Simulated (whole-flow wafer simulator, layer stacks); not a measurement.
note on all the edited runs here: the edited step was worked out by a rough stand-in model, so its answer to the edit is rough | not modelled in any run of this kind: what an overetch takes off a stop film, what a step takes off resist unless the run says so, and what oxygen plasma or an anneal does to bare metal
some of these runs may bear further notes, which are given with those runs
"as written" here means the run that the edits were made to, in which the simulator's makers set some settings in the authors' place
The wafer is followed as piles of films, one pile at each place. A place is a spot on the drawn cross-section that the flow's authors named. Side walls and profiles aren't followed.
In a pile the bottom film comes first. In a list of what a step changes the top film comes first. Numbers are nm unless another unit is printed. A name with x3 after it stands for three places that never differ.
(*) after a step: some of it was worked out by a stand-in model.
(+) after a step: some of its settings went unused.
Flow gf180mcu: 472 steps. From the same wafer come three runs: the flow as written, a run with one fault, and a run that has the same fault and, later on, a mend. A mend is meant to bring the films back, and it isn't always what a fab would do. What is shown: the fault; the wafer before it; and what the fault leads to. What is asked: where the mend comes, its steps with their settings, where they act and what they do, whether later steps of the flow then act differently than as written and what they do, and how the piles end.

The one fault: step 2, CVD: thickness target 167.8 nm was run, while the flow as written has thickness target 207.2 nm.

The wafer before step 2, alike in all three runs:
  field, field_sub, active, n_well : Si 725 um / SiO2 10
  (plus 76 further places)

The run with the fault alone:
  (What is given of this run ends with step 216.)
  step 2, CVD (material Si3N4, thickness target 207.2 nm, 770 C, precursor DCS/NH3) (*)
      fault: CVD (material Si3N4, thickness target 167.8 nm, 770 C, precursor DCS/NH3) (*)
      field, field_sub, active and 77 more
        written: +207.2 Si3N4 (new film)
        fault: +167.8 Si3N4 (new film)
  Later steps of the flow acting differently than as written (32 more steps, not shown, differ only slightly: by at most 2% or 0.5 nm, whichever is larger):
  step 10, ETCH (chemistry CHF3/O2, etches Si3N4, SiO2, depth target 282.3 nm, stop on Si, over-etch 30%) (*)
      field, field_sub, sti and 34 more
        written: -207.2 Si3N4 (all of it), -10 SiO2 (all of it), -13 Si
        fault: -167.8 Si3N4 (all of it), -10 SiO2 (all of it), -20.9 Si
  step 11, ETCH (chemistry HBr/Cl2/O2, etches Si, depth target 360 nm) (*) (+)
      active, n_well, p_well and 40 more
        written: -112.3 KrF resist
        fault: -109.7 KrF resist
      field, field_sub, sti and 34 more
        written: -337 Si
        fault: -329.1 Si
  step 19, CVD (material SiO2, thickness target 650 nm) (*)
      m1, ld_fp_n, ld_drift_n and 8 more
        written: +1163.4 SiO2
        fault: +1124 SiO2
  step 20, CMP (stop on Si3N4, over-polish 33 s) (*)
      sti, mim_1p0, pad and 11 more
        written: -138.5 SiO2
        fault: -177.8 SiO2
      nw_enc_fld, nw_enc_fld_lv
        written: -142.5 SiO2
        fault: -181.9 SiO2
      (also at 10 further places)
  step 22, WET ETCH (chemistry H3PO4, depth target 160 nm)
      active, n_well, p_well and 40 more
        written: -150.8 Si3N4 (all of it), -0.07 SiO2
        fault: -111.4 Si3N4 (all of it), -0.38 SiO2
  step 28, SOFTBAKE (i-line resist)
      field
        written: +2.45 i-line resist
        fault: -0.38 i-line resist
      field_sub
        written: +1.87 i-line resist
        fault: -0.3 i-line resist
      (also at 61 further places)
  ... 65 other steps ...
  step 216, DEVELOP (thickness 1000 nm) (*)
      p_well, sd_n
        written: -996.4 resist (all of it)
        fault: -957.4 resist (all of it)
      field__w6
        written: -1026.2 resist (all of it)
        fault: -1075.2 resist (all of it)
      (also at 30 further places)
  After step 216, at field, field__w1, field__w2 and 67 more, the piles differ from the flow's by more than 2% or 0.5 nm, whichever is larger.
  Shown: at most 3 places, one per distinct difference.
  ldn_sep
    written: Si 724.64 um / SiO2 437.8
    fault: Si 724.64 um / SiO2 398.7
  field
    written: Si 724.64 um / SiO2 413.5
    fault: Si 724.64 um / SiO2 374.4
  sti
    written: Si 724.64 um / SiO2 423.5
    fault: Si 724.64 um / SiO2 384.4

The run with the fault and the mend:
  The mend follows step 2.
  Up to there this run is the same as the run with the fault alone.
  step 2a, CVD (material Si3N4, thickness target 39.36 nm, 770 C, precursor DCS/NH3) (*) (the flow's step 2 again, with other settings)
      field, field_sub, active and 77 more
        +39.4 Si3N4
  None of the later steps of the flow acts differently than as written at any place that is followed.
  The piles end the same as the flow's at every place that both follow.
